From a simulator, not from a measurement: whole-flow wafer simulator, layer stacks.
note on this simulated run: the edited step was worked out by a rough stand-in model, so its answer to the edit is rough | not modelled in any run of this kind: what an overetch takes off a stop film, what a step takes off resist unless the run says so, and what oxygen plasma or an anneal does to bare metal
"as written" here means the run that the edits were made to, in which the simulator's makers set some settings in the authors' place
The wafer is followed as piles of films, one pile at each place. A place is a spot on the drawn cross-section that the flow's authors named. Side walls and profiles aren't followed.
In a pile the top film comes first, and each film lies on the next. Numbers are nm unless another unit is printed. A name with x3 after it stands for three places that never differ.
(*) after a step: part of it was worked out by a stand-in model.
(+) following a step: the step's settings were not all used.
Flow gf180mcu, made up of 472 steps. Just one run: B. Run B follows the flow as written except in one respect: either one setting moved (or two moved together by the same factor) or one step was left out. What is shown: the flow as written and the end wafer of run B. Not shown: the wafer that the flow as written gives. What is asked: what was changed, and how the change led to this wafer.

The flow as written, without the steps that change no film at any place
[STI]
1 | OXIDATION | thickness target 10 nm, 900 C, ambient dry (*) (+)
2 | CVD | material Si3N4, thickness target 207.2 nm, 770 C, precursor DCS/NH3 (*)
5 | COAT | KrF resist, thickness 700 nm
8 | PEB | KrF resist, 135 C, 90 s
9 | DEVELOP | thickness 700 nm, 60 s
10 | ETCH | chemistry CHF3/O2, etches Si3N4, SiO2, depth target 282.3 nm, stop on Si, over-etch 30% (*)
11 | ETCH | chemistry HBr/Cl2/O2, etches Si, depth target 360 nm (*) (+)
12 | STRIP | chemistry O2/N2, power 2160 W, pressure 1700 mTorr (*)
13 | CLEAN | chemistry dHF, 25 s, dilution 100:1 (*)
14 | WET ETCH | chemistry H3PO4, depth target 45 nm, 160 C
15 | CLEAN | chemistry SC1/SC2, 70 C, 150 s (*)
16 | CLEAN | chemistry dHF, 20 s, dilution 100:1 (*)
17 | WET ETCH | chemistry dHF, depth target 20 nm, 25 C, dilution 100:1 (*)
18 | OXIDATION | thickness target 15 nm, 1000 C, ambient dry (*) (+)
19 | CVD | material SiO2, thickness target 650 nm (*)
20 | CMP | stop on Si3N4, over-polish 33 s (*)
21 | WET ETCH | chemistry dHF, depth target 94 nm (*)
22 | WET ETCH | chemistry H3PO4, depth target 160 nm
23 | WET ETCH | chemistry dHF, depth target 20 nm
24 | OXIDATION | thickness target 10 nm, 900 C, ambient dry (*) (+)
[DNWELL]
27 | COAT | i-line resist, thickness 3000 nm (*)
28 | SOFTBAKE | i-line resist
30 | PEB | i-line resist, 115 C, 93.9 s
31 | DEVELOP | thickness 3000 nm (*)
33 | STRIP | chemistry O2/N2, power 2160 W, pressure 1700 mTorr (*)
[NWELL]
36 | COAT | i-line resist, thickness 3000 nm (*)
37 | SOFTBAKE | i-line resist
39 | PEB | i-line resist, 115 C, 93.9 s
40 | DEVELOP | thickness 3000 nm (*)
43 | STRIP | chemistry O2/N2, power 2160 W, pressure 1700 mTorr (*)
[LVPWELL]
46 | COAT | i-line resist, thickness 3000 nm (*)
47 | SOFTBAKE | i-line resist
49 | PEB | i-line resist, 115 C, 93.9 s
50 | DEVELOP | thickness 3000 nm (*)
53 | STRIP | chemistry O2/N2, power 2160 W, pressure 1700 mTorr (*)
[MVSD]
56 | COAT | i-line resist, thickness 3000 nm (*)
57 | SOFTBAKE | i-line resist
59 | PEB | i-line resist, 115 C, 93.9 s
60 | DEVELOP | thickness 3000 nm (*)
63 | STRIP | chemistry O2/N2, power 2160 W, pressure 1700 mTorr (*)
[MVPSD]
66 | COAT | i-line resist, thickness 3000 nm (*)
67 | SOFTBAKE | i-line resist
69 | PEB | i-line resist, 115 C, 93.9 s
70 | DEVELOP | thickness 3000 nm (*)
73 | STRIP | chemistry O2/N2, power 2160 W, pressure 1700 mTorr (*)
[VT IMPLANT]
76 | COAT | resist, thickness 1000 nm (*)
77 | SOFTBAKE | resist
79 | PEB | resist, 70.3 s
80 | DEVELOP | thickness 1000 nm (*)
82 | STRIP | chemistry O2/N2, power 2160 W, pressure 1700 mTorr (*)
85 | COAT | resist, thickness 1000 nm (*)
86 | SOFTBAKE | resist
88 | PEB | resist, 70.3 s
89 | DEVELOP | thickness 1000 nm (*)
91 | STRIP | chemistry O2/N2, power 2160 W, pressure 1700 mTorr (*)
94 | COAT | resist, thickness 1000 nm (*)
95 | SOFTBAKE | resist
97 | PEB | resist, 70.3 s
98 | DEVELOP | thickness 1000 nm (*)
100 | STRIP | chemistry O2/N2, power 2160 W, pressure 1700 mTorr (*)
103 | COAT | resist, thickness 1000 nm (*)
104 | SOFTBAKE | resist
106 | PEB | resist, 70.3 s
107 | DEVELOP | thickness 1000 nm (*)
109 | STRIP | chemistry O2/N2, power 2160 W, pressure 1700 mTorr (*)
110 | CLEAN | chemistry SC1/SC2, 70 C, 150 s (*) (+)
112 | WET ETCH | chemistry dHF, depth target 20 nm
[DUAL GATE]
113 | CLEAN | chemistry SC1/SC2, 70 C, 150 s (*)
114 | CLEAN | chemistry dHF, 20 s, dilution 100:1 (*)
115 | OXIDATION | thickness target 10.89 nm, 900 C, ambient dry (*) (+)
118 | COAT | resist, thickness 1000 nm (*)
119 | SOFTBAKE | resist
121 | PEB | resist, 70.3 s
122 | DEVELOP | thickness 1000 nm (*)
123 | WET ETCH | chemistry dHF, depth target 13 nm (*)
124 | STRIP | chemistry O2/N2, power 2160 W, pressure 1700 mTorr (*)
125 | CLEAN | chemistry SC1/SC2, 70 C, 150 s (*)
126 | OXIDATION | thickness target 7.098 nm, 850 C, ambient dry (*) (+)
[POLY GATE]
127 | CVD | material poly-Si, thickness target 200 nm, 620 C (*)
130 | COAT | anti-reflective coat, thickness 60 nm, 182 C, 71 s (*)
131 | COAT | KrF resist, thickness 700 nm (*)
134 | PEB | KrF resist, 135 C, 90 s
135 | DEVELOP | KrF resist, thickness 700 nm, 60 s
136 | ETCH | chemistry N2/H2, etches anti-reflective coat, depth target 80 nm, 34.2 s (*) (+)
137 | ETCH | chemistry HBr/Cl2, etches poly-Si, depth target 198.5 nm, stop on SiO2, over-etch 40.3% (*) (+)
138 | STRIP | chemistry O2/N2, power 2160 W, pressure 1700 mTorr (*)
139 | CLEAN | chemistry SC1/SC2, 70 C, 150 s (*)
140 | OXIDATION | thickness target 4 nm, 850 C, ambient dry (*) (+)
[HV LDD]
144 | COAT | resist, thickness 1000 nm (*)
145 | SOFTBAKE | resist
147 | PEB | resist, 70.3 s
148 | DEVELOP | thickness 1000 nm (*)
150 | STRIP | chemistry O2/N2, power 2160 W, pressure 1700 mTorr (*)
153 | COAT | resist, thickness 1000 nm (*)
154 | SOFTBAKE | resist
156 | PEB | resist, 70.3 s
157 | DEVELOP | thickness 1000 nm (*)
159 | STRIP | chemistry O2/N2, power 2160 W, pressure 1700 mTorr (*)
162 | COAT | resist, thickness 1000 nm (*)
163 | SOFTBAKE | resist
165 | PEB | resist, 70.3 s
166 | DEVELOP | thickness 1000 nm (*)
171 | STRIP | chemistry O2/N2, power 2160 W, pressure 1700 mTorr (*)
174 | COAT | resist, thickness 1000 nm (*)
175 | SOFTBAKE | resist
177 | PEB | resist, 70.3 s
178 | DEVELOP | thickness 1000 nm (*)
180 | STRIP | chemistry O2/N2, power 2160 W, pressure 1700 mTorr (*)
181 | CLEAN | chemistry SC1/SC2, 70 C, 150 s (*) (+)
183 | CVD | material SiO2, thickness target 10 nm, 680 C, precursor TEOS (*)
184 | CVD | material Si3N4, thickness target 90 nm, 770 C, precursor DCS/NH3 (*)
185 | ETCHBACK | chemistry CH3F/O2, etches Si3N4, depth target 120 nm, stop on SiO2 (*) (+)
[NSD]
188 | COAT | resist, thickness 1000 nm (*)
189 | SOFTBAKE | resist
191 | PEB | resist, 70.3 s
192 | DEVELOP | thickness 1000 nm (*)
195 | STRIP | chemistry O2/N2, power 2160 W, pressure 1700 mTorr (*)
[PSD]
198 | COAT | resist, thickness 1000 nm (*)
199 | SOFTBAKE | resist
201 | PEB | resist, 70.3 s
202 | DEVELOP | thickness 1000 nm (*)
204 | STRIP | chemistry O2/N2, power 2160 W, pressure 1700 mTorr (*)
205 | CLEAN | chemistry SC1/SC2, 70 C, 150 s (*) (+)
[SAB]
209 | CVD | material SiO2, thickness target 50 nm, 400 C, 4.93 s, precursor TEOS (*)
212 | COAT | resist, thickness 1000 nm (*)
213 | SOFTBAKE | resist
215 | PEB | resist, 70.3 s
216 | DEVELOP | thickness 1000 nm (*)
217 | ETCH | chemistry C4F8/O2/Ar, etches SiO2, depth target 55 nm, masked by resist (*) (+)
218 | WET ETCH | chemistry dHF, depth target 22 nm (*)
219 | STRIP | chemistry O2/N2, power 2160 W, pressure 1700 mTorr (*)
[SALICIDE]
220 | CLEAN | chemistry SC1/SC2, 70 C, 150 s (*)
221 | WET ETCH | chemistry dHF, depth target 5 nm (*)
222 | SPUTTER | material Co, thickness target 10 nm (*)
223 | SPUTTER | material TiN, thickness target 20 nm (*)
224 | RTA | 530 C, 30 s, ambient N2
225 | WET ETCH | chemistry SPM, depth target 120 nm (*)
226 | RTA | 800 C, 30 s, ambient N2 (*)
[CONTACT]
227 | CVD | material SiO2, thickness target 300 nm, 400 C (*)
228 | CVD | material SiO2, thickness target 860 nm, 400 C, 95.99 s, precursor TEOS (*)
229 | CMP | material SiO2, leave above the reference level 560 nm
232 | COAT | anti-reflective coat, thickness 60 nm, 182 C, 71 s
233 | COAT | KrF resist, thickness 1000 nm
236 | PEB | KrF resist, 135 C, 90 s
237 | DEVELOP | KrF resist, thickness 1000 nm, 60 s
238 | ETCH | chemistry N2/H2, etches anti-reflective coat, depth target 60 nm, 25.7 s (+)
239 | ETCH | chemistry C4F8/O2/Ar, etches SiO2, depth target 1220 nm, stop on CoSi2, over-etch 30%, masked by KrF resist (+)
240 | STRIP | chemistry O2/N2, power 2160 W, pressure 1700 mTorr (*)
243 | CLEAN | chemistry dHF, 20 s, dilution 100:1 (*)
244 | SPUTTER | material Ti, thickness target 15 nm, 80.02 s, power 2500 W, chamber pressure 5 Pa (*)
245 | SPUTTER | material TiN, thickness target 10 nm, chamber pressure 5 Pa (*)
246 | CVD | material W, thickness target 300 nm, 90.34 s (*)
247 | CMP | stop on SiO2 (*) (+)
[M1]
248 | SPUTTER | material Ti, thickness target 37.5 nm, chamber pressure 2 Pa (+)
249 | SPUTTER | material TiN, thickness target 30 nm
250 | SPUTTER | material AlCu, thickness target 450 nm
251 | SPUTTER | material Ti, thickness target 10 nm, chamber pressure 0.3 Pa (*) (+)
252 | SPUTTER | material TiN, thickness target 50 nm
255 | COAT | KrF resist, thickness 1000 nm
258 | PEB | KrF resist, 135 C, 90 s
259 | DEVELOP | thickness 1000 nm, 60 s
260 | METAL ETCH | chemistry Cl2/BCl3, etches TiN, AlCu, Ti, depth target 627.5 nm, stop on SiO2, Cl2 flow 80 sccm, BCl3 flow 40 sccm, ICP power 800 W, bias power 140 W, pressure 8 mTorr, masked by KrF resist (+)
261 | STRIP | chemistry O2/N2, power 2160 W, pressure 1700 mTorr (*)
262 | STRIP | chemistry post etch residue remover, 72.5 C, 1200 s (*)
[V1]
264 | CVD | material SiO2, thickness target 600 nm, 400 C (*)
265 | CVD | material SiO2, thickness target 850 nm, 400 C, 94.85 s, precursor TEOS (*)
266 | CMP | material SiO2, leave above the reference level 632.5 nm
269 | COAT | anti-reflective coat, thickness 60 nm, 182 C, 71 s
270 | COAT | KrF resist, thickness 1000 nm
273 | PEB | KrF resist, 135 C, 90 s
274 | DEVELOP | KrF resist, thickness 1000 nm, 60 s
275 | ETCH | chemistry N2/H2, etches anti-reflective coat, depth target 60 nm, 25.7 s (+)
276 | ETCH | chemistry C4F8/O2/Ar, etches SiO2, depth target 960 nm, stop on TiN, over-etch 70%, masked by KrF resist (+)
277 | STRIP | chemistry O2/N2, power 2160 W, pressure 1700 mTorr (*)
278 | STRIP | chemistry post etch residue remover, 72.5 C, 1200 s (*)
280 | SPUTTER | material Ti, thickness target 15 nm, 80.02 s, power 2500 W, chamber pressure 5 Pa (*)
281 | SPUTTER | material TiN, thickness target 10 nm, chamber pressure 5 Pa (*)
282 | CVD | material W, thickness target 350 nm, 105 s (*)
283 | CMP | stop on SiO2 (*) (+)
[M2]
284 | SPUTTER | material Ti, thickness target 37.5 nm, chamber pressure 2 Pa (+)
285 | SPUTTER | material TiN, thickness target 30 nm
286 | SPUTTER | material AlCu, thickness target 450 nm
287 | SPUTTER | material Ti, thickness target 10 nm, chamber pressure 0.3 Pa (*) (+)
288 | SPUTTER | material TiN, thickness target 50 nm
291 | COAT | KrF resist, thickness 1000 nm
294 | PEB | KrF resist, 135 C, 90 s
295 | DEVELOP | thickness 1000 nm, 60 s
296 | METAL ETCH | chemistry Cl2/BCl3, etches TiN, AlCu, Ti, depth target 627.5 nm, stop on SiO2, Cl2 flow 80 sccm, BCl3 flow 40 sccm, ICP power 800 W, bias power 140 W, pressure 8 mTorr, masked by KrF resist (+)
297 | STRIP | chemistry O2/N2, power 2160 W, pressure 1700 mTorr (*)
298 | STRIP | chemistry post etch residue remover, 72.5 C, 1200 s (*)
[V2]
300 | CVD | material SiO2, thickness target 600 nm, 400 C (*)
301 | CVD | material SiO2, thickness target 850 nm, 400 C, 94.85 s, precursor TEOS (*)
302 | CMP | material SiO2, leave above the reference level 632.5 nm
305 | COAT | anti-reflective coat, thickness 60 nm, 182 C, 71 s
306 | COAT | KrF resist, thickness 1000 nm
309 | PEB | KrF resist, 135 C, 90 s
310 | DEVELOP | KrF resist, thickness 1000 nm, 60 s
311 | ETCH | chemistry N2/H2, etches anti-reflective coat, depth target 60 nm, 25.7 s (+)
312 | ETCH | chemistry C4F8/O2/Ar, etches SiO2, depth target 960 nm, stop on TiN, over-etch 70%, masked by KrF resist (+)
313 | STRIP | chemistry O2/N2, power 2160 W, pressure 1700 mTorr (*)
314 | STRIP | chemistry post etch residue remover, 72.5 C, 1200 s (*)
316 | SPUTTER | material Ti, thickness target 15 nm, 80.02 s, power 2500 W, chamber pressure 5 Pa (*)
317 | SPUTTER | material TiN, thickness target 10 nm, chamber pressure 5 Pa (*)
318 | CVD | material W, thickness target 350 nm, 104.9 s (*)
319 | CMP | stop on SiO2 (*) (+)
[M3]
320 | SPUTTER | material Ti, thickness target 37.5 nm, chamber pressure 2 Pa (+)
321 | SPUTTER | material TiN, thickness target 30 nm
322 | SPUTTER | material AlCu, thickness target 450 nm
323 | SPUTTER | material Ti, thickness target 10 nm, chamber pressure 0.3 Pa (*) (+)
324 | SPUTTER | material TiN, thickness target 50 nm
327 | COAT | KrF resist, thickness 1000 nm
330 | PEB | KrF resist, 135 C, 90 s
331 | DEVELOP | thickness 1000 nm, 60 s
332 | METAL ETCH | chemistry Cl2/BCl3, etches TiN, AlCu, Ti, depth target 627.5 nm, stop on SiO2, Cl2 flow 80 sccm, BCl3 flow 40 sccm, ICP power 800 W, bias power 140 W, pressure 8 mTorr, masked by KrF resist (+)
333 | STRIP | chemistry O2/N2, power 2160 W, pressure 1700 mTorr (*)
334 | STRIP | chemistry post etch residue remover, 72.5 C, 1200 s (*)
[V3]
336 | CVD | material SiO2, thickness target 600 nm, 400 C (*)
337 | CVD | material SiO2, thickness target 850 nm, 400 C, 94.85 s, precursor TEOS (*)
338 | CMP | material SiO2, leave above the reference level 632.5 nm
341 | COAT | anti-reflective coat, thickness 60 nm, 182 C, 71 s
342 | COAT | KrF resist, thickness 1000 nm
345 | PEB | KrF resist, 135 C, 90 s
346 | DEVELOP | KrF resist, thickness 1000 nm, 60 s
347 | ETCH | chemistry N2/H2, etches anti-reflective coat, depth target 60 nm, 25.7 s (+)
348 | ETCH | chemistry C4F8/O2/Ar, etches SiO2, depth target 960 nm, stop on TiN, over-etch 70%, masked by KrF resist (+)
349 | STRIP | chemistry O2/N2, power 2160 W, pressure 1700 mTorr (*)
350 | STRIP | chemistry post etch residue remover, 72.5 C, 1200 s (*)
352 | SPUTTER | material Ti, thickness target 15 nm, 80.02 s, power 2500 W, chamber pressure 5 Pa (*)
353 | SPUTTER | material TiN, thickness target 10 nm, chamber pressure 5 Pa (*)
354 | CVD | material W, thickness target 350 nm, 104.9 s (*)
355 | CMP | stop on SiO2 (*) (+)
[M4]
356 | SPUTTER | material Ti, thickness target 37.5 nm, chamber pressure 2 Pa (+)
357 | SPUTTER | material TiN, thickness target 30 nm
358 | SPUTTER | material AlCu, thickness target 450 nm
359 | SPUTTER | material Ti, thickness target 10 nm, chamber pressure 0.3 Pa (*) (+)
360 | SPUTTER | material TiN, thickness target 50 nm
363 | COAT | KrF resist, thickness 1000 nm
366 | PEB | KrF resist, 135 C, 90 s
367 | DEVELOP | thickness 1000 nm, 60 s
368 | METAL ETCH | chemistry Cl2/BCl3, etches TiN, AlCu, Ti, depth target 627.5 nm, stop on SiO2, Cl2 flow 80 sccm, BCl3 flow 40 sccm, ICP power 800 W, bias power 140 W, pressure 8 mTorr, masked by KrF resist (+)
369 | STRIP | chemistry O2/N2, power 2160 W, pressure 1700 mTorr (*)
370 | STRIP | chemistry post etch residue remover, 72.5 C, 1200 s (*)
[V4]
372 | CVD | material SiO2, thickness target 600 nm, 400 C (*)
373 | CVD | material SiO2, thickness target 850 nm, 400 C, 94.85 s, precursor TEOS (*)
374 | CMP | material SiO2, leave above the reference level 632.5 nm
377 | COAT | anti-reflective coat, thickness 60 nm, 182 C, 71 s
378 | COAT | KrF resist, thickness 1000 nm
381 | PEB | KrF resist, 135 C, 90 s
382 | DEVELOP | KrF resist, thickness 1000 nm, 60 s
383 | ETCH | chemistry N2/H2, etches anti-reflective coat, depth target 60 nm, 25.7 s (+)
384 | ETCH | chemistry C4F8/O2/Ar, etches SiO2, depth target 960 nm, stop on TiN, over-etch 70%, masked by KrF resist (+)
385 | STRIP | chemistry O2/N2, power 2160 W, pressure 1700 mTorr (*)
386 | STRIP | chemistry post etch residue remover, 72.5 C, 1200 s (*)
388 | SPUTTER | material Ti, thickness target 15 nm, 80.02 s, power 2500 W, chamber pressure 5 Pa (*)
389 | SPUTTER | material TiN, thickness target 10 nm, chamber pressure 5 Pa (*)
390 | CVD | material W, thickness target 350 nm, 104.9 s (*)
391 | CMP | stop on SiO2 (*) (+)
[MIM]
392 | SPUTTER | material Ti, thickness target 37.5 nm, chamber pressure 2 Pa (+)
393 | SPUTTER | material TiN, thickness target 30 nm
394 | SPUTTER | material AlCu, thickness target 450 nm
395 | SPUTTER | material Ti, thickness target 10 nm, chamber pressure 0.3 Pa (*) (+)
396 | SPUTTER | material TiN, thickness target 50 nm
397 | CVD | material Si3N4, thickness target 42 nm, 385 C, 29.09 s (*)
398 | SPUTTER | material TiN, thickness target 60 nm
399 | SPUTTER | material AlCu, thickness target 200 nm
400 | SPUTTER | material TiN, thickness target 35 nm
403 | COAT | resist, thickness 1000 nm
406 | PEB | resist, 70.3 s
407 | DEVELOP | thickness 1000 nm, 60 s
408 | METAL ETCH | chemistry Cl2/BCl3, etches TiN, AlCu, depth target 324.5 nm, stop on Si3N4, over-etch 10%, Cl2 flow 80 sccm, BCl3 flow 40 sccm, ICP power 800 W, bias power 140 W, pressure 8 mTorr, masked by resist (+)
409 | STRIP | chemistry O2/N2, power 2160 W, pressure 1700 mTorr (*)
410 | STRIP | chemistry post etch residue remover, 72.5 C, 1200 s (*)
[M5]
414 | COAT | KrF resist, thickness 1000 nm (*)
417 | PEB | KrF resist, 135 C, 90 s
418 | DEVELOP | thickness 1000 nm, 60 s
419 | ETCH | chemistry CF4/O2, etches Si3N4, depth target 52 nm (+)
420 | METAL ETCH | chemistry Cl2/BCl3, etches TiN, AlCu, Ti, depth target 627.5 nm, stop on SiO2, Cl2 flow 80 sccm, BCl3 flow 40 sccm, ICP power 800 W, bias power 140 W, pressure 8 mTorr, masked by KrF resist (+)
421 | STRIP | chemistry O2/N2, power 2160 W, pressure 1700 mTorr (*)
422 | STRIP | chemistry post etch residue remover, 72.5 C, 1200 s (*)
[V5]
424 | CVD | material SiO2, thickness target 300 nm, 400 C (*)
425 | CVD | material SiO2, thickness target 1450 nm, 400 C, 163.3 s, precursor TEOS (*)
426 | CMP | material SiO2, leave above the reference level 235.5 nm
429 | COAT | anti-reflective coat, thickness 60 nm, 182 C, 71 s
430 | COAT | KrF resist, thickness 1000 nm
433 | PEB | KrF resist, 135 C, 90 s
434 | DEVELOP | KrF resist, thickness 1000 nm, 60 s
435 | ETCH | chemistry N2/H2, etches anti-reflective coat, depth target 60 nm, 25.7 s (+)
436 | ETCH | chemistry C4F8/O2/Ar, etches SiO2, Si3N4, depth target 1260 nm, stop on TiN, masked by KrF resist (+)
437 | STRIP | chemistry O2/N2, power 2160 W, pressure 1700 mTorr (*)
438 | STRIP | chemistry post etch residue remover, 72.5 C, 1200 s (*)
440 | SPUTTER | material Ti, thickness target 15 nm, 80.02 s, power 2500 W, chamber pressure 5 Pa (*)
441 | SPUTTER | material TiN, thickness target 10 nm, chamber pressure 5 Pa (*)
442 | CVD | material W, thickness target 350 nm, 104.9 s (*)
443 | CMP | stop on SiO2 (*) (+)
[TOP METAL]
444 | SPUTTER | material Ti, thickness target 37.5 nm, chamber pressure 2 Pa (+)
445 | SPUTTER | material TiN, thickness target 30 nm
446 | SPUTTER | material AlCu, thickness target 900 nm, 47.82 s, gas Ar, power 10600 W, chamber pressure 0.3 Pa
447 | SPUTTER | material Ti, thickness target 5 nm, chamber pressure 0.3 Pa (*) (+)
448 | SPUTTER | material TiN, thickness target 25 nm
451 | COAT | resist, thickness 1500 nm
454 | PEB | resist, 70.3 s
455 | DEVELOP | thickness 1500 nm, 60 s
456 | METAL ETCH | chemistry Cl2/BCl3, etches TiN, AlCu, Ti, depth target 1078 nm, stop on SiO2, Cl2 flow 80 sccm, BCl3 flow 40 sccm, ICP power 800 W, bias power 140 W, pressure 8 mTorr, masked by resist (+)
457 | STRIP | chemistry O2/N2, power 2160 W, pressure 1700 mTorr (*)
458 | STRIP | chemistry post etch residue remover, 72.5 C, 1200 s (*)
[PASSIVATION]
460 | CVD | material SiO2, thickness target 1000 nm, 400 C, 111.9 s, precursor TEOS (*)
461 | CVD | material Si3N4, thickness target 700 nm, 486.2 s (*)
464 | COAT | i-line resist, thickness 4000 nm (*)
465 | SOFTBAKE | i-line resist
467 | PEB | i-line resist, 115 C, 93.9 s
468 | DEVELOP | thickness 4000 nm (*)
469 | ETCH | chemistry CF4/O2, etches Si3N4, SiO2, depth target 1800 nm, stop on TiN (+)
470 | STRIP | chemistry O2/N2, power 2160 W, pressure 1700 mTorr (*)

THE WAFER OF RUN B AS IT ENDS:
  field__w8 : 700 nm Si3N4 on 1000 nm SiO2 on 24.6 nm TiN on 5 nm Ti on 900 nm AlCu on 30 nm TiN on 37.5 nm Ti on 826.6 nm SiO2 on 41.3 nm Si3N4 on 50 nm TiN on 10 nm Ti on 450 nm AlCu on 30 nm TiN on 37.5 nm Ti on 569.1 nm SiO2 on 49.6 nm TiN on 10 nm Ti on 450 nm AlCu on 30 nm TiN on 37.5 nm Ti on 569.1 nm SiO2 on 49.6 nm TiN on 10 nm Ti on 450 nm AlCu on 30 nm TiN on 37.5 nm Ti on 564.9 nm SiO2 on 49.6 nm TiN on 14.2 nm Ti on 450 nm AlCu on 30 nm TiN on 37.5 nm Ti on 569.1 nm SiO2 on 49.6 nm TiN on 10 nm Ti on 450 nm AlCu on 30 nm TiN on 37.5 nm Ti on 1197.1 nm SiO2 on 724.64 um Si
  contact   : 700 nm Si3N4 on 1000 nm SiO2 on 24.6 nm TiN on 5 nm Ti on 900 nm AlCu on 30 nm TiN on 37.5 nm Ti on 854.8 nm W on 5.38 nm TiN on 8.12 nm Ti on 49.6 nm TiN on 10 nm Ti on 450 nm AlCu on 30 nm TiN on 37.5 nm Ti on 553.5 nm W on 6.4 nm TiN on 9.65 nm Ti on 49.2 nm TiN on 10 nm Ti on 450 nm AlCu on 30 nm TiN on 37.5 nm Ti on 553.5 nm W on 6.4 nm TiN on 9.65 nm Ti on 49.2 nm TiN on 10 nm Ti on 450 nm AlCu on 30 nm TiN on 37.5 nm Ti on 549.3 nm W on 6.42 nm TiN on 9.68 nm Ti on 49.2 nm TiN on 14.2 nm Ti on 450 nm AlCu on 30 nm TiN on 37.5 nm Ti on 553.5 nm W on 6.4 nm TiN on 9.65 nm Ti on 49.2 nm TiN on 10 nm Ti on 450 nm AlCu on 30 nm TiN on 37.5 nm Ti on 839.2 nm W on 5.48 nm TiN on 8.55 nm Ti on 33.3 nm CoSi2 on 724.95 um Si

Cause: step 287, SPUTTER: thickness target 14.2 nm was run, whereas the flow has thickness target 10 nm.
One can read it off the wafer: field__w8 has Ti 14.2, and step 287 as written asks for 10 nm.

Step by step, how the change led to this:
  287 | SPUTTER | material Ti, thickness target 10 nm, chamber pressure 0.3 Pa (*) (+)
      field, field__w1, field__w2 and 108 more: +14.2 Ti (new film) (in the flow as written it would be: +10 Ti (new film))
  296 | METAL ETCH | chemistry Cl2/BCl3, etches TiN, AlCu, Ti, depth target 627.5 nm, stop on SiO2, Cl2 flow 80 sccm, BCl3 flow 40 sccm, ICP power 800 W, bias power 140 W, pressure 8 mTorr, masked by KrF resist (+)
      field, field__w1, field__w2 and 103 more: -50 TiN (all of it), -14.2 Ti (all of it), -450 AlCu (all of it), -30 TiN (all of it), -37.5 Ti (all of it) (in the flow as written it would be: -50 TiN (all of it), -10 Ti (all of it), -450 AlCu (all of it), -30 TiN (all of it), -37.5 Ti (all of it))
